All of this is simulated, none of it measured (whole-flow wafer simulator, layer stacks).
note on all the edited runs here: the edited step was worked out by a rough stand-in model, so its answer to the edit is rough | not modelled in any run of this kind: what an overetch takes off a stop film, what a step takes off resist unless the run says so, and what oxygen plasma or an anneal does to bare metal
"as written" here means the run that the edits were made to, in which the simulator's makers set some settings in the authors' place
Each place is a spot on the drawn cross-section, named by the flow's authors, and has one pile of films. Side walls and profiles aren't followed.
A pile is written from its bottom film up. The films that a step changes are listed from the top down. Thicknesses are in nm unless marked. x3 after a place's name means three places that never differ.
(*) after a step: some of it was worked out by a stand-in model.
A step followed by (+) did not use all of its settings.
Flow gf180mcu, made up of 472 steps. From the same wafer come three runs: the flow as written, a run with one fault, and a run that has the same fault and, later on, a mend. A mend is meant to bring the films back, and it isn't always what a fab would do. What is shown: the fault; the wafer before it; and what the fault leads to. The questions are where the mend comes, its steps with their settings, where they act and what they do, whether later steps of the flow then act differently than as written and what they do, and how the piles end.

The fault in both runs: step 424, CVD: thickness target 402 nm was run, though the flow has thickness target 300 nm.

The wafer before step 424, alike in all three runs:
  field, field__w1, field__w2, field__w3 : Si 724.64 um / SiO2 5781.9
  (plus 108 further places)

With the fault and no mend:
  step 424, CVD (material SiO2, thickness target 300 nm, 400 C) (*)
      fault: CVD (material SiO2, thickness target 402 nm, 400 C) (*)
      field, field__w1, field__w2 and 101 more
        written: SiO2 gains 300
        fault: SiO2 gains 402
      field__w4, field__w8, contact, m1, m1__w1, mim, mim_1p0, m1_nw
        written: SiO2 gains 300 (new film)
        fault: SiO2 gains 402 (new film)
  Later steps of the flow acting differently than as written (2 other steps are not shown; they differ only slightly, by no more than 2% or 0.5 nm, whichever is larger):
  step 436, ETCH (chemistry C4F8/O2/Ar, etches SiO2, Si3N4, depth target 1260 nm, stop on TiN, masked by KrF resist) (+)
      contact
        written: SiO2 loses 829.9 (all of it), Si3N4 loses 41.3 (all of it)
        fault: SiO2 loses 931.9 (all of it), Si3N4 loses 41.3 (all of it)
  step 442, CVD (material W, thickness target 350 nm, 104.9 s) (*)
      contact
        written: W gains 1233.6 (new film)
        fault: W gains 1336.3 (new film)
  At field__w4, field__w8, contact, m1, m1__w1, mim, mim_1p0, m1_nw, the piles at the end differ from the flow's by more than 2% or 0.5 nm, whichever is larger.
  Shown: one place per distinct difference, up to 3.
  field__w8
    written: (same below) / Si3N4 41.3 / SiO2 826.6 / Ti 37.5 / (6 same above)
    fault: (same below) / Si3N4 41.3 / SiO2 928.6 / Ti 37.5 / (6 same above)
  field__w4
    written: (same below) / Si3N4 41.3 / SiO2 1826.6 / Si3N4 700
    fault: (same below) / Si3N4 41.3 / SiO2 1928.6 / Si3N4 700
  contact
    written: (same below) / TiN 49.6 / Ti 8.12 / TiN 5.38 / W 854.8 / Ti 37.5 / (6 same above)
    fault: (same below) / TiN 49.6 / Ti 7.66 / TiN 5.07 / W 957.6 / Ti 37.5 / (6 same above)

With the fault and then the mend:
  After step 424 comes the mend.
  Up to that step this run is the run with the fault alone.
  step 424a, WET ETCH (chemistry dHF, depth target 102 nm, 25 C, dilution 100:1) (the flow's step 17 again, with other settings)
      field, field__w1, field__w2 and 109 more
        SiO2 loses 102
  None of the later steps of the flow acts differently than as written at any place that is followed.
  At every place that both follow, the piles at the end match the flow's.
